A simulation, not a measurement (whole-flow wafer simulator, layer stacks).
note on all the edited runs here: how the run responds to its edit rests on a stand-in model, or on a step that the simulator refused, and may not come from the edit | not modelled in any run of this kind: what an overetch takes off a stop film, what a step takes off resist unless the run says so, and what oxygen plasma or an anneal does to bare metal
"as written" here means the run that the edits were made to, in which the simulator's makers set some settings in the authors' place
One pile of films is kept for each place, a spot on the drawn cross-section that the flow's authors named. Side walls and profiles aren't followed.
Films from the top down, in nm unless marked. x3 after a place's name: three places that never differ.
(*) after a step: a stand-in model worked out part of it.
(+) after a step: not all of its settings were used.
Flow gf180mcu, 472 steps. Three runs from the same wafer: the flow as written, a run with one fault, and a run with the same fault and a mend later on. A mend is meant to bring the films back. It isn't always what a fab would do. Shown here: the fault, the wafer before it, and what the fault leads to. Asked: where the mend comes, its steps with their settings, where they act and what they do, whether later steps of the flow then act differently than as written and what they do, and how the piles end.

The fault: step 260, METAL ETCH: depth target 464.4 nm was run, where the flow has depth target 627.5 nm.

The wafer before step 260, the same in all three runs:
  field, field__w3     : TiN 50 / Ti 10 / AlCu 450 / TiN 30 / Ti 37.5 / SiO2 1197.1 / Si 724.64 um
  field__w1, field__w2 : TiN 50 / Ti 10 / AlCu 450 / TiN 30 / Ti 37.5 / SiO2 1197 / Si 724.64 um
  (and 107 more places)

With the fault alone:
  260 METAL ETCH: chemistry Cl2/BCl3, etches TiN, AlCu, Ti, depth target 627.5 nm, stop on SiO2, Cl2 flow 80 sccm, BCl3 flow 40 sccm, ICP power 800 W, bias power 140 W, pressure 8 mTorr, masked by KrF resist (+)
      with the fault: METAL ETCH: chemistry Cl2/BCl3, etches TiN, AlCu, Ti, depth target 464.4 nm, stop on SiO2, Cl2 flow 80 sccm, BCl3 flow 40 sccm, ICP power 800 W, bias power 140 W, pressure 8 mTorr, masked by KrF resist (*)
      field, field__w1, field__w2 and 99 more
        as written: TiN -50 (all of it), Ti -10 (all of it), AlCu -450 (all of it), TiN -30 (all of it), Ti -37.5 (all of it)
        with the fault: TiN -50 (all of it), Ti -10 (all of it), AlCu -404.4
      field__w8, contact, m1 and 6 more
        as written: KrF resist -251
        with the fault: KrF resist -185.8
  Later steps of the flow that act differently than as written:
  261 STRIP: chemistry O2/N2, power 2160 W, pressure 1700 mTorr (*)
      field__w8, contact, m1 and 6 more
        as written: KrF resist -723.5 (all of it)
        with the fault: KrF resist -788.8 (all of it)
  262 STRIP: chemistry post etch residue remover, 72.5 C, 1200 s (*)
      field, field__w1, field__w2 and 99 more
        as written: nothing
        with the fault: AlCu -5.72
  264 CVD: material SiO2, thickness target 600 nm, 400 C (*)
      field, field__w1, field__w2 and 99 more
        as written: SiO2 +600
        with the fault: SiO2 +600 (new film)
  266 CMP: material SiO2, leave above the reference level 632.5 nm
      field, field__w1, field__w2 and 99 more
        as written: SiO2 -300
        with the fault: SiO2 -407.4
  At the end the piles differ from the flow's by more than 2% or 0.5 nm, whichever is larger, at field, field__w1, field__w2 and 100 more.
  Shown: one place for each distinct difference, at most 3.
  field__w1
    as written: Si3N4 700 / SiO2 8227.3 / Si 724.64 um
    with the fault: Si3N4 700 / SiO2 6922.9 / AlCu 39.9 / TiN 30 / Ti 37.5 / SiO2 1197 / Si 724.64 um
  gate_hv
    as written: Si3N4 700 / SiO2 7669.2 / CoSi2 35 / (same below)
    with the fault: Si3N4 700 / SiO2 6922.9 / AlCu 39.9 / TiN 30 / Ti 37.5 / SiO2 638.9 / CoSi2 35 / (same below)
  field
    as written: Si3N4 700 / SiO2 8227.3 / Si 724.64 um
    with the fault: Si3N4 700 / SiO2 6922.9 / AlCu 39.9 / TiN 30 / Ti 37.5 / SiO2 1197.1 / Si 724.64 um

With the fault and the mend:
  The mend comes after step 260.
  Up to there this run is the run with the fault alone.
  260a METAL ETCH: chemistry Cl2/BCl3, etches TiN, AlCu, Ti, depth target 163.1 nm, stop on SiO2, Cl2 flow 80 sccm, BCl3 flow 40 sccm, ICP power 800 W, bias power 140 W, pressure 8 mTorr, masked by KrF resist (+) (the flow's step 260 once more, with other settings)
      field, field__w1, field__w2 and 99 more
        AlCu -45.6 (all of it), TiN -30 (all of it), Ti -37.5 (all of it)
      field__w8, contact, m1 and 6 more
        KrF resist -65.2
  No later step of the flow acts differently than as written at any place that is followed.
  At the end the piles are the same as the flow's at every place that both follow.
